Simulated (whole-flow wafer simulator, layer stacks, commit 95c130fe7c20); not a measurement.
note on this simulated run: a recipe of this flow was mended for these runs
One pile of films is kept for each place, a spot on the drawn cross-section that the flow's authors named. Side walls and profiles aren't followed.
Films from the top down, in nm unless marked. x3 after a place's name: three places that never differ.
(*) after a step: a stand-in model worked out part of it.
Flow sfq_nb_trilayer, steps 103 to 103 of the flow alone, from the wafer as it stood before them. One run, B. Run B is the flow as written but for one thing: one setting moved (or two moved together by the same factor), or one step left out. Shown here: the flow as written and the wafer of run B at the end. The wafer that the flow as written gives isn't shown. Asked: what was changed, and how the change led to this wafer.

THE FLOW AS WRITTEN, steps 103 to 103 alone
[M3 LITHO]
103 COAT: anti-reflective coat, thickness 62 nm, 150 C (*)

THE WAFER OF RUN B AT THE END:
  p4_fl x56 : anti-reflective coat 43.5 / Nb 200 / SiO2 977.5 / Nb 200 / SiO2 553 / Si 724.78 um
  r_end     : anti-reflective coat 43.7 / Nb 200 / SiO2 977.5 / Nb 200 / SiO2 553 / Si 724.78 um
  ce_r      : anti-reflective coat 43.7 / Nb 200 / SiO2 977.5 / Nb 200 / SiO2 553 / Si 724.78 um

The cause: step 103, COAT: thickness 43.5 nm was run, where the flow has thickness 62 nm.
It can be read off the wafer: p4_fl x56 has anti-reflective coat 43.5, and step 103 as written asks for 62 nm.

How the change led to this, step by step:
  103 COAT: anti-reflective coat, thickness 62 nm, 150 C (*)
      p4_fl x56, wl_j_sl x15, wl_d_m1, l0r_line_l x3, m0r_space_l x2: anti-reflective coat +43.5 (new film) (as written it would be: anti-reflective coat +62 (new film))
      r_end, moat, field_r, lsp_l, ln_m5, lsp_m, ln_m6, lsp_r: anti-reflective coat +43.7 (new film) (as written it would be: anti-reflective coat +62.3 (new film))
      (and at 21 more places)
